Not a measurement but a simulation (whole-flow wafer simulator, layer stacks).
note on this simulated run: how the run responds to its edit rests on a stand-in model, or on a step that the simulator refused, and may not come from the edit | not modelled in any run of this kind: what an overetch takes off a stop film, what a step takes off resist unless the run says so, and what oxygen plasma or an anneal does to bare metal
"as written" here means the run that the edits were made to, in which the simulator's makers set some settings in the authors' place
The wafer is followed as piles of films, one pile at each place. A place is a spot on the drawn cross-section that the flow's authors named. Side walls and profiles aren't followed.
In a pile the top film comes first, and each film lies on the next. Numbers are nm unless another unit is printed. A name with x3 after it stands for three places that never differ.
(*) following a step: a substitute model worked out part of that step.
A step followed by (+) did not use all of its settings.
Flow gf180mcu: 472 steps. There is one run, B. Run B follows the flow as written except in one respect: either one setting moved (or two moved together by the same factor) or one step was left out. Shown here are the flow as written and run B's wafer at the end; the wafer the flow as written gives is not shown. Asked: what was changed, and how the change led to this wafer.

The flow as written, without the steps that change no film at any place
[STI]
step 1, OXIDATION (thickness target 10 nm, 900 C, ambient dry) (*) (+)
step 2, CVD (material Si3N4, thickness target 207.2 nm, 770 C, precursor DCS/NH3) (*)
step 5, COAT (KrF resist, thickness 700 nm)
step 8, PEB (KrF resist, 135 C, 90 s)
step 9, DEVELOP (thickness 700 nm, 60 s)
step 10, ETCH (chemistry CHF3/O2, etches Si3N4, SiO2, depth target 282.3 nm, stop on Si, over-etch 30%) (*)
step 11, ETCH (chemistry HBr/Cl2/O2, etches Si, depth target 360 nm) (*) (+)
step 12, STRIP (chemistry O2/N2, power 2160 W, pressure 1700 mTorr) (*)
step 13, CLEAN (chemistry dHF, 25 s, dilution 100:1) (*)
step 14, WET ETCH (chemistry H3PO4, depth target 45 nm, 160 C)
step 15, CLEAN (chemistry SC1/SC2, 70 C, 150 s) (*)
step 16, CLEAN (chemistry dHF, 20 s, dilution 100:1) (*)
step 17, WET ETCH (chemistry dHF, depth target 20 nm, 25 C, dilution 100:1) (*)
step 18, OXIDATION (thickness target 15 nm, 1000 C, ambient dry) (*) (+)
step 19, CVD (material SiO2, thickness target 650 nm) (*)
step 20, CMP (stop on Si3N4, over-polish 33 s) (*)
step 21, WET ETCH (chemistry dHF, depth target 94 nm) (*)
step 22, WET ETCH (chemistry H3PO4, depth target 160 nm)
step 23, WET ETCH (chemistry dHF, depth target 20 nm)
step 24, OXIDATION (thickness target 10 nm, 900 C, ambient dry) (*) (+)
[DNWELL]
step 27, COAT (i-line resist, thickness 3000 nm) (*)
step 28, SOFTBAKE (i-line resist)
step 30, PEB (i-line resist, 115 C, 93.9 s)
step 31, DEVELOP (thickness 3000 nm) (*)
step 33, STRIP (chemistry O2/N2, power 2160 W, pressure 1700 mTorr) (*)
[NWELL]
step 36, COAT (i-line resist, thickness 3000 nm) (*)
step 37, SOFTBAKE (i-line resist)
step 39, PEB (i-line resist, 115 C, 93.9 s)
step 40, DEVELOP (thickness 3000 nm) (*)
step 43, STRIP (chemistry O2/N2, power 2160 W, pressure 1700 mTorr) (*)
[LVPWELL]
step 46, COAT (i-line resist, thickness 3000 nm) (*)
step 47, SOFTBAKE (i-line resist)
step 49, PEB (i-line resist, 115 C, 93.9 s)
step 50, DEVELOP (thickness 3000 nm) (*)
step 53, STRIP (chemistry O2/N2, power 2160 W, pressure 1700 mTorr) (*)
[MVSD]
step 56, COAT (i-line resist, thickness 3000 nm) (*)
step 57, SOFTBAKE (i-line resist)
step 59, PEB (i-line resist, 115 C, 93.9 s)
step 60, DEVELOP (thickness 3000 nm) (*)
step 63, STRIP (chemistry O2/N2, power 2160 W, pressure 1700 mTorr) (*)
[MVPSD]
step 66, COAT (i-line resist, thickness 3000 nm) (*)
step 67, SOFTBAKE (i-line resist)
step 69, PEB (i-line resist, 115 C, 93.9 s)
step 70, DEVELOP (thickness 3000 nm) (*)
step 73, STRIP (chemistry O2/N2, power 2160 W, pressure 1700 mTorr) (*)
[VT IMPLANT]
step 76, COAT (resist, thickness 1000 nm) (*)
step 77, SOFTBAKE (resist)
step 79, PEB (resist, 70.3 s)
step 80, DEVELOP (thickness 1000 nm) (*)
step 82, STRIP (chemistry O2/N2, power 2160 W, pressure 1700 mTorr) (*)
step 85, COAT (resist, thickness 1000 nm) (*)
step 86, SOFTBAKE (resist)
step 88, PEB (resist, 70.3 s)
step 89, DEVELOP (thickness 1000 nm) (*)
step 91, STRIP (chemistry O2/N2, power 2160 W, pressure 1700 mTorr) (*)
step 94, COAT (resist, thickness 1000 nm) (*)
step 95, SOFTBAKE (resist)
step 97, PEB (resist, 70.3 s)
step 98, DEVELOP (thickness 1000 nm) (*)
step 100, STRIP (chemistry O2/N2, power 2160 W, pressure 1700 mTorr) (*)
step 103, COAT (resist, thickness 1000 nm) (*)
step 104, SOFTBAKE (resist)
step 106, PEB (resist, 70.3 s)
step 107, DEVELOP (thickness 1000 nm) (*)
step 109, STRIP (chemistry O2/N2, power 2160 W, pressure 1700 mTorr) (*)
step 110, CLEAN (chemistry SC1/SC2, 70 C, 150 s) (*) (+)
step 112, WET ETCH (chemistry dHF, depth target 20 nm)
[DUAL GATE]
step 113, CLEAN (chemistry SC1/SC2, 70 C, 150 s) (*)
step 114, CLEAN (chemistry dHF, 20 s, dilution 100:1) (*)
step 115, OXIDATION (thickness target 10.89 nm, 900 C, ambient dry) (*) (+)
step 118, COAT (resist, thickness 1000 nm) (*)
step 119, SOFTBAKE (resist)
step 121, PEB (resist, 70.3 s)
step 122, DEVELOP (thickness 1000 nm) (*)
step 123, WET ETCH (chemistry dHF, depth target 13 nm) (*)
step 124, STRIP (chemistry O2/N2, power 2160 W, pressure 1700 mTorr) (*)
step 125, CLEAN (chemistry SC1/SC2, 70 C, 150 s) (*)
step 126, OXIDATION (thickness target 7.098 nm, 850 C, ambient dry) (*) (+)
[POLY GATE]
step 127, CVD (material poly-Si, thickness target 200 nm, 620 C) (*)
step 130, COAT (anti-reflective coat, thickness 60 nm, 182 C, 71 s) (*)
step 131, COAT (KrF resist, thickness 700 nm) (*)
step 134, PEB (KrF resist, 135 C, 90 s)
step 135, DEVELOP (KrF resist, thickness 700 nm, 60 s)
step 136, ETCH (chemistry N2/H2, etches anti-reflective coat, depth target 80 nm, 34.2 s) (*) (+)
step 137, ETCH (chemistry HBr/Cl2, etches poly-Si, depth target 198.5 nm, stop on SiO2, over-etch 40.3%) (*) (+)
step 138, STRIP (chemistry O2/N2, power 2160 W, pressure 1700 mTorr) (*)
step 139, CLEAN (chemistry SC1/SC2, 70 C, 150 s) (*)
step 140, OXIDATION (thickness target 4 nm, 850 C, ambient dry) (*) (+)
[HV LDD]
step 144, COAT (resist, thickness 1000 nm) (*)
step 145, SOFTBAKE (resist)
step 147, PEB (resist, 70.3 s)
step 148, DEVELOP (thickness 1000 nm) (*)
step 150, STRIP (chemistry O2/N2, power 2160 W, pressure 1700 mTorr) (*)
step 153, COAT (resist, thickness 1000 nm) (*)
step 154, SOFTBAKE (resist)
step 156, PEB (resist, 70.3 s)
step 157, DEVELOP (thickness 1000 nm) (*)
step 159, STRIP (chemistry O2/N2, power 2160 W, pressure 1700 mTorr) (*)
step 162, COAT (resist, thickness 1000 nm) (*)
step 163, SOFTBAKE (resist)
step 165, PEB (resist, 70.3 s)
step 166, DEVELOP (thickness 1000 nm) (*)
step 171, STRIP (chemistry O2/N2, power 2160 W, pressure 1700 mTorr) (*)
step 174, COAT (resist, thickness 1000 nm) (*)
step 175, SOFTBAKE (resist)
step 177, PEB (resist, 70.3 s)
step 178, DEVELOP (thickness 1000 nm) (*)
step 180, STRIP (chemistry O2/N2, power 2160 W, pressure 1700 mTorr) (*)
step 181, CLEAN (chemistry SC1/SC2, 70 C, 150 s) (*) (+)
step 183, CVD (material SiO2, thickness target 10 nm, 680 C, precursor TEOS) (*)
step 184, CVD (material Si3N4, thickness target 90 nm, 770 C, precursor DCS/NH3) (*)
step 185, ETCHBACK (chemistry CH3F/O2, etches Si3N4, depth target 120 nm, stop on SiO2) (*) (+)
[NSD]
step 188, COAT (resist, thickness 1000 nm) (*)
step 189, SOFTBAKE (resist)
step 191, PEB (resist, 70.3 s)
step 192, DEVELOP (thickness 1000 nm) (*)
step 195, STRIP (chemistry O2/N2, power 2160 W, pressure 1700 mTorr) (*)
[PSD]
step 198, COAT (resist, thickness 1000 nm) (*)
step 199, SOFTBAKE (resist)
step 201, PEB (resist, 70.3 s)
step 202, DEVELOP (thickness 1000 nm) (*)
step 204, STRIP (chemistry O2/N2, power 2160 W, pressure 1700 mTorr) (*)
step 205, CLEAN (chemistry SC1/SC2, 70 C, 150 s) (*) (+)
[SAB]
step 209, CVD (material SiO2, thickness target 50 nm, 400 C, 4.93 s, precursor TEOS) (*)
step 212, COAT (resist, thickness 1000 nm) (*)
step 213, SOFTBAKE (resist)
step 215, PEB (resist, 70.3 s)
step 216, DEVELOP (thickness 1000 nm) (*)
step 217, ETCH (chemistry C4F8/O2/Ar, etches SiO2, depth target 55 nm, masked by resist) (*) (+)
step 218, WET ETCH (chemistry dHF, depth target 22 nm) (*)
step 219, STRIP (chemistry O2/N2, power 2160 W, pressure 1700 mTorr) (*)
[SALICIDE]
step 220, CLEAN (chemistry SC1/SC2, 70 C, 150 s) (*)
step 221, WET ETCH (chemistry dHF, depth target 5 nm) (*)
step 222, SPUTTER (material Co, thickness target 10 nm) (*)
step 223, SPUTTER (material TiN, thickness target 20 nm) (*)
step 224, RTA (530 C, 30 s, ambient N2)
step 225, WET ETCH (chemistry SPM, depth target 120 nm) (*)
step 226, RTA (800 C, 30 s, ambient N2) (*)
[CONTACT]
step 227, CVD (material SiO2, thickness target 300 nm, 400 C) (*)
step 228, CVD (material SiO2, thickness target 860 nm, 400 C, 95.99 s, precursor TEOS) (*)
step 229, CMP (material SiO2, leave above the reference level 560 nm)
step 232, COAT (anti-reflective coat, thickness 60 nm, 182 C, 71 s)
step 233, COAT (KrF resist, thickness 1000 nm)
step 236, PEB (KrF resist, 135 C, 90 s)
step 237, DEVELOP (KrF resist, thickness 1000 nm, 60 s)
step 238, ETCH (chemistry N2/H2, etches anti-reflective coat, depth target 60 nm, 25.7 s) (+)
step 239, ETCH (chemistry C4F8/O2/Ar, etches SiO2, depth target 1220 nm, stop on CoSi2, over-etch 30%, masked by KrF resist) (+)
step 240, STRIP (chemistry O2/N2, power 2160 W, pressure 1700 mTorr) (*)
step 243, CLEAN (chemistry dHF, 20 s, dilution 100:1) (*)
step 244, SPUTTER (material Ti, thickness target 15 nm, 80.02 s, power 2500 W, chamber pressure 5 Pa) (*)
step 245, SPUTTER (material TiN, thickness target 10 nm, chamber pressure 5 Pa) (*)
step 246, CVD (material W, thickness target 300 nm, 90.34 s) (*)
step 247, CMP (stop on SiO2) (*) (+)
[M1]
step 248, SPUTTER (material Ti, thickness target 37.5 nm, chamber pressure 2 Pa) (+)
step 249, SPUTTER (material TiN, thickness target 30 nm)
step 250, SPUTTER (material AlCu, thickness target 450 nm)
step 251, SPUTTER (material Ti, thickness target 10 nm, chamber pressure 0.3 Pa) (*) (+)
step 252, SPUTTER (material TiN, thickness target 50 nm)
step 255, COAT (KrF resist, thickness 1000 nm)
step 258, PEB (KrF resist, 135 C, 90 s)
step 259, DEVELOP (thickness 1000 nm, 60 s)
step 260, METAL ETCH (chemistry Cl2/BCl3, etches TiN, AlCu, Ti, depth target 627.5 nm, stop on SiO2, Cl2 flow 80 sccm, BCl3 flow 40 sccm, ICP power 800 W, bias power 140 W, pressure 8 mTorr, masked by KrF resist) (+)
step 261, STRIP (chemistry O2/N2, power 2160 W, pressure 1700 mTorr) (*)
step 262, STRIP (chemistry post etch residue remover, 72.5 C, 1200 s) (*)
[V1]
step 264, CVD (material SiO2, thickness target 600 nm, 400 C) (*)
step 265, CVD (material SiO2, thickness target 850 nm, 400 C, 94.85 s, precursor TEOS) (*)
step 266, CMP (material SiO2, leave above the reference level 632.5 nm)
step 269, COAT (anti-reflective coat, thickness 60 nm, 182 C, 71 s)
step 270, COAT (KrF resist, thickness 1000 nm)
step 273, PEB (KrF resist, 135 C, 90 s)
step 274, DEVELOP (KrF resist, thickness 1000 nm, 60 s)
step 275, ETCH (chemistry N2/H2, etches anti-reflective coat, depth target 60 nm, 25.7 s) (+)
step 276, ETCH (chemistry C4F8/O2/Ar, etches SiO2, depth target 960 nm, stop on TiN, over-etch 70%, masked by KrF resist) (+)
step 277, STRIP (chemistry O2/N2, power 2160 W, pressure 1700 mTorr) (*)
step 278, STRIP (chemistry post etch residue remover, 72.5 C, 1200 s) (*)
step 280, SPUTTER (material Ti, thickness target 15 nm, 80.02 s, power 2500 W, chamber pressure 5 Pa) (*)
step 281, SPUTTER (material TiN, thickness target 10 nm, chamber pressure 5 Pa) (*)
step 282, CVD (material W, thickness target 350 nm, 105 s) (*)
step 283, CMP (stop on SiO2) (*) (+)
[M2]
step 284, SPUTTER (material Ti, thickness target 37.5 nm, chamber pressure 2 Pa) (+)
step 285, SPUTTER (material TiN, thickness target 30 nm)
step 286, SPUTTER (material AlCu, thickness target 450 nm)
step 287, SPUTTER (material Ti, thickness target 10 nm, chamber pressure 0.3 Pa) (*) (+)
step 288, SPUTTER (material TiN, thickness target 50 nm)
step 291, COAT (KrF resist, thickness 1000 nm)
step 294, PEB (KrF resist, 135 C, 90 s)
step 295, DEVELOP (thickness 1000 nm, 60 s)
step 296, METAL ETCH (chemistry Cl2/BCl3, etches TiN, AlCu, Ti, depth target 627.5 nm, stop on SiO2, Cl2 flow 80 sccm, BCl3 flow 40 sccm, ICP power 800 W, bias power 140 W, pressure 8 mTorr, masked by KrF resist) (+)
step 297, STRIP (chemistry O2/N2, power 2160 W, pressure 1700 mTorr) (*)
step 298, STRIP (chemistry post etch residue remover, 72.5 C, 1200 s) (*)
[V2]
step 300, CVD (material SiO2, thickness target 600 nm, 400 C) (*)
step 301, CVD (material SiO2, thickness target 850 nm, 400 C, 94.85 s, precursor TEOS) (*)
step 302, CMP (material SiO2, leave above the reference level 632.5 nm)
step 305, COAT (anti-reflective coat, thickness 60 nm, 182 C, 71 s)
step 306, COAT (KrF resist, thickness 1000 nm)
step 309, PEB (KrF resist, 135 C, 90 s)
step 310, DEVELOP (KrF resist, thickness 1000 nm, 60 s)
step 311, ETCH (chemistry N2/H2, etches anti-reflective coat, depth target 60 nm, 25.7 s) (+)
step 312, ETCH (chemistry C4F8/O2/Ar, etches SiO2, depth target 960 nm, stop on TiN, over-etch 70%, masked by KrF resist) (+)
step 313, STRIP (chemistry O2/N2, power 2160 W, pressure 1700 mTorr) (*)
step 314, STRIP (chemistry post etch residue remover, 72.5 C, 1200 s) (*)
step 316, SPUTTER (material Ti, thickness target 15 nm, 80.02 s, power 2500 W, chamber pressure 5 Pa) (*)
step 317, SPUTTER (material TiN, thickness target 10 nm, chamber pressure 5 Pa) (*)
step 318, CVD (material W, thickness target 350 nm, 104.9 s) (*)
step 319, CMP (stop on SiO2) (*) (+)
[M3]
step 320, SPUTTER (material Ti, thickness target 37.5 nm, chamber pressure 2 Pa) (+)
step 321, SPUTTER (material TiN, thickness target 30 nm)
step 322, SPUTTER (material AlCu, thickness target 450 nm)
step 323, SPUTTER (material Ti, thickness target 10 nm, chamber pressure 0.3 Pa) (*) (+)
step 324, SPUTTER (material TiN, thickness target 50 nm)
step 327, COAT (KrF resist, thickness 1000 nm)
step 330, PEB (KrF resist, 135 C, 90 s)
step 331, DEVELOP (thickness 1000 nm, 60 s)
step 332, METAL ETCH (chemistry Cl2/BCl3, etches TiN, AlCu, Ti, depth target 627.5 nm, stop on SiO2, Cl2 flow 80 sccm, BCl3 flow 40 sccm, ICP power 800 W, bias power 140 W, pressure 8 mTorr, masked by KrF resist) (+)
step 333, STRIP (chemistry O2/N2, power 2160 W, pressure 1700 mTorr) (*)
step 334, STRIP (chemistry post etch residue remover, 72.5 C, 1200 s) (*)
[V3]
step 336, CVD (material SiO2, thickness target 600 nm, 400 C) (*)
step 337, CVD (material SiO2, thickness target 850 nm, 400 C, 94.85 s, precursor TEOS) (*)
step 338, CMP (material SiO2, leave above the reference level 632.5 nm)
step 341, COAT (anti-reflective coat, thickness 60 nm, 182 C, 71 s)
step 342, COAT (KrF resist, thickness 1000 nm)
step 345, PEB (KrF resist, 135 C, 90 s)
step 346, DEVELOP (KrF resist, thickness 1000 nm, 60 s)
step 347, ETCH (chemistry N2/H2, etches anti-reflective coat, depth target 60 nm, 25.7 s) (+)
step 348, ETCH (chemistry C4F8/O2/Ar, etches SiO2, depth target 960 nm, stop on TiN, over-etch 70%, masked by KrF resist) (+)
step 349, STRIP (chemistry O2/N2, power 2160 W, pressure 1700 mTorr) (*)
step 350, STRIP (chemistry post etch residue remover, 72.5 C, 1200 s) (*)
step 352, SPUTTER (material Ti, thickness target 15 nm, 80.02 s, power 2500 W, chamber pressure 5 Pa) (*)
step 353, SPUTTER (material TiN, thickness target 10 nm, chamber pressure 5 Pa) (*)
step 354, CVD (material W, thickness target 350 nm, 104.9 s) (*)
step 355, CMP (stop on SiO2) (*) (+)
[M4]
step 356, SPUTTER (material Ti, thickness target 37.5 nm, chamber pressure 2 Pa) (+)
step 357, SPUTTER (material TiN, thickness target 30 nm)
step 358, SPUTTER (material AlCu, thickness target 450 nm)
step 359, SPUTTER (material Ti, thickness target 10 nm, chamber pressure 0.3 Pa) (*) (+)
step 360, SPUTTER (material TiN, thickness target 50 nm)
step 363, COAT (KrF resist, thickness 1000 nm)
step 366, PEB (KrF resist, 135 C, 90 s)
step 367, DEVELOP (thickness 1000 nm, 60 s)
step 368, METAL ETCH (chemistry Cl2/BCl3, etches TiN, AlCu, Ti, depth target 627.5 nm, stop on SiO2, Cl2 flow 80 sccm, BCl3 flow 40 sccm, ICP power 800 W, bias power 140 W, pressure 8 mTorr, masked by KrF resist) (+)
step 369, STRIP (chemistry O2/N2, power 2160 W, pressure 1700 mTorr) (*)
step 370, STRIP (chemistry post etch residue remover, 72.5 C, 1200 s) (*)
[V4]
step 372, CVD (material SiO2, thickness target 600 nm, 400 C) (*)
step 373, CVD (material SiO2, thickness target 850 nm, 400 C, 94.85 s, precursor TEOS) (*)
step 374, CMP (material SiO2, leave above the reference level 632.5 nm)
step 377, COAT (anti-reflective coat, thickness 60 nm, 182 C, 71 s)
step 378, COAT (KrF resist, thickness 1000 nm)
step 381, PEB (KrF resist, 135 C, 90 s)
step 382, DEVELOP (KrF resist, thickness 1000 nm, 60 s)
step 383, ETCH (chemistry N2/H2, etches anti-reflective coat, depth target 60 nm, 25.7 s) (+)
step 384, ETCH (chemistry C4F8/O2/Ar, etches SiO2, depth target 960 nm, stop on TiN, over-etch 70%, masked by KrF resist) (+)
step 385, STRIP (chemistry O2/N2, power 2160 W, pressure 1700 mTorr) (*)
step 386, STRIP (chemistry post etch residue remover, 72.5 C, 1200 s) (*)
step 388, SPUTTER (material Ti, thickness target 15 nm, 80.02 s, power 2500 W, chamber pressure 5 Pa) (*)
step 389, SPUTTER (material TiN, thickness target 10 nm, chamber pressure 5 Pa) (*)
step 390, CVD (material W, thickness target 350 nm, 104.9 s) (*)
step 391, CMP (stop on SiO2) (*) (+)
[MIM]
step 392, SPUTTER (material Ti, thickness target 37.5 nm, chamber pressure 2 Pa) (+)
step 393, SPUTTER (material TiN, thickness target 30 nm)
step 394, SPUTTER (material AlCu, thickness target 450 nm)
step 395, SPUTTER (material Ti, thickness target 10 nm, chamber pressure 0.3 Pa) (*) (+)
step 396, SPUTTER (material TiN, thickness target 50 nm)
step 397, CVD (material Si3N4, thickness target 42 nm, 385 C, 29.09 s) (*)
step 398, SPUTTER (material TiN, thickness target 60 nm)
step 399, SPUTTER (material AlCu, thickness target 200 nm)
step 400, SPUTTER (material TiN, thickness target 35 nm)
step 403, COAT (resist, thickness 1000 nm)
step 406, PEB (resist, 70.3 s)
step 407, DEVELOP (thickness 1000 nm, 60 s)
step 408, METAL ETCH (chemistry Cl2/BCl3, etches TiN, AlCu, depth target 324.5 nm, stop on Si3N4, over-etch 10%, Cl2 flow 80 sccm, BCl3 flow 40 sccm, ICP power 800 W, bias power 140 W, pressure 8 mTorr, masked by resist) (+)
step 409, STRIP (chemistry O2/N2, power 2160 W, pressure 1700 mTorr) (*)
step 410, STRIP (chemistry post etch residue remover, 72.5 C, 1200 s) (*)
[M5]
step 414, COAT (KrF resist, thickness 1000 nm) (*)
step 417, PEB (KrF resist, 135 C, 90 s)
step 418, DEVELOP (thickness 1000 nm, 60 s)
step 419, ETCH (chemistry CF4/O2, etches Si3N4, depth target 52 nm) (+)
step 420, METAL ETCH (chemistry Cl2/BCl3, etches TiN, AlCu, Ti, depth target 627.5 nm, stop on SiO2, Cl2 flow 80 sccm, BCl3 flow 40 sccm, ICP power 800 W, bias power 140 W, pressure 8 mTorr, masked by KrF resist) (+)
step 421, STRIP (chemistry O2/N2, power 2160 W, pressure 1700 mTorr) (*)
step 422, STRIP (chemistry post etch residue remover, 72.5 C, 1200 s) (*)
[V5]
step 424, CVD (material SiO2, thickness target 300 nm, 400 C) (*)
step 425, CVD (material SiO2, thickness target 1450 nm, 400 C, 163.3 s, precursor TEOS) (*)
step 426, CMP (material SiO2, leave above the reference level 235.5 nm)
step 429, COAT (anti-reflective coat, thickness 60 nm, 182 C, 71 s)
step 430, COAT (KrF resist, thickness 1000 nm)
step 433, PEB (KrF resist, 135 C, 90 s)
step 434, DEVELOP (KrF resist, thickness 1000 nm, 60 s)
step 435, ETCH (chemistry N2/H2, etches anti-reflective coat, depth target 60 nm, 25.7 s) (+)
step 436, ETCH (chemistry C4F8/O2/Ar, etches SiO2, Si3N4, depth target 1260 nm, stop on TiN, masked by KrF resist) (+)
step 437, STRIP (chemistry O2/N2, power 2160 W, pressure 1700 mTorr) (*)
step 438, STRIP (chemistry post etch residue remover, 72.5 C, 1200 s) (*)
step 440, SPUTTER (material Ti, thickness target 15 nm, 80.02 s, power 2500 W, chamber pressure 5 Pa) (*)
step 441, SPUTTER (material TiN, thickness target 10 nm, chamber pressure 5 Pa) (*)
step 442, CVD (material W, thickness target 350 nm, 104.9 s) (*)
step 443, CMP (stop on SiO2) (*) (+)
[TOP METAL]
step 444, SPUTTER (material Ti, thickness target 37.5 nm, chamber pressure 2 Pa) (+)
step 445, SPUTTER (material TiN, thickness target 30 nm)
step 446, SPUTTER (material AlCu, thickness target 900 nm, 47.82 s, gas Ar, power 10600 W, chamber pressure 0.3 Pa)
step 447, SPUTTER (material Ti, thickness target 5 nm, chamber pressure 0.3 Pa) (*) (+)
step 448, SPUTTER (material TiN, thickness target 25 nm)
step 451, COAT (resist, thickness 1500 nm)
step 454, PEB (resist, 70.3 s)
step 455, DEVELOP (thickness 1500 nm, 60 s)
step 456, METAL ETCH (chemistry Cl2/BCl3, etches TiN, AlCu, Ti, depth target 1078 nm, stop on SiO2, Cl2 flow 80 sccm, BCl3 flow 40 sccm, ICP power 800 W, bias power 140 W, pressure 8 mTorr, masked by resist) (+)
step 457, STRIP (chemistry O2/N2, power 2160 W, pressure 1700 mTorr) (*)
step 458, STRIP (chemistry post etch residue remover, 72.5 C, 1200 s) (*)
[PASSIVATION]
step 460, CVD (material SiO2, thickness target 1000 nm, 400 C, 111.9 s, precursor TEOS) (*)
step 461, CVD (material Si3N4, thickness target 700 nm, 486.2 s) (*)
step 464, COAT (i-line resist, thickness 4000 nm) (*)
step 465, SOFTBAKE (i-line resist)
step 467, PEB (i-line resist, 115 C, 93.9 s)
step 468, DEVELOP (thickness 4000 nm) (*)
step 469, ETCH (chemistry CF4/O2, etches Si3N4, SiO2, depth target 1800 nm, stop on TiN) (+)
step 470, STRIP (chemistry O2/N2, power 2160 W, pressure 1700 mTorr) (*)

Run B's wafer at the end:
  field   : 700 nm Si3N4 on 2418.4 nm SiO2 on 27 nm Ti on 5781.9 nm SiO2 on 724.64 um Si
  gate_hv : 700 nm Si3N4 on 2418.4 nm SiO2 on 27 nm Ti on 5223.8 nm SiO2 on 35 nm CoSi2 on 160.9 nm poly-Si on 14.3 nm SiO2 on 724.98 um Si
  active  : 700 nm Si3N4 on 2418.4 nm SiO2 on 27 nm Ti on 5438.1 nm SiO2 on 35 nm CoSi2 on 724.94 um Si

Cause: step 420, METAL ETCH: depth target 549.1 nm was run, while the flow as written has depth target 627.5 nm.

How this came from the change, step by step:
  step 420, METAL ETCH (chemistry Cl2/BCl3, etches TiN, AlCu, Ti, depth target 627.5 nm, stop on SiO2, Cl2 flow 80 sccm, BCl3 flow 40 sccm, ICP power 800 W, bias power 140 W, pressure 8 mTorr, masked by KrF resist) (+)
      field, field__w1, field__w2 and 101 more: -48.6 TiN (all of it), -10 Ti (all of it), -450 AlCu (all of it), -30 TiN (all of it), -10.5 Ti (as written it would have been: -48.6 TiN (all of it), -10 Ti (all of it), -450 AlCu (all of it), -30 TiN (all of it), -37.5 Ti (all of it))
      field__w4, field__w8, contact, m1, m1__w1, mim, mim_1p0, m1_nw: -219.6 KrF resist (as written it would have been: -251 KrF resist)
  step 421, STRIP (chemistry O2/N2, power 2160 W, pressure 1700 mTorr) (*)
      field__w8, m1__w1: -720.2 KrF resist (all of it) (as written it would have been: -688.9 KrF resist (all of it))
      contact, m1: -720.7 KrF resist (all of it) (as written it would have been: -689.3 KrF resist (all of it))
      (also at 4 further places)
  step 424, CVD (material SiO2, thickness target 300 nm, 400 C) (*)
      field, field__w1, field__w2 and 101 more: +300 SiO2 (new film) (as written it would have been: +300 SiO2)
  step 426, CMP (material SiO2, leave above the reference level 235.5 nm)
      field, field__w1, field__w5 and 92 more: -327.8 SiO2 (as written it would have been: -300.8 SiO2)
      field__w2, field__w3, field__w12 and 6 more: -300.9 SiO2 (as written it would have been: -272.7 SiO2)
If metal films that touch count as one body, field has 1 body; the flow as written gives 0 bodies.
If metal films that touch count as one body, gate_hv has 2 bodies (between them, from the top down: SiO2 5223.8); the flow as written gives 1 body.
If metal films that touch count as one body, active has 2 bodies (between them, from the top down: SiO2 5438.1); the flow as written gives 1 body.
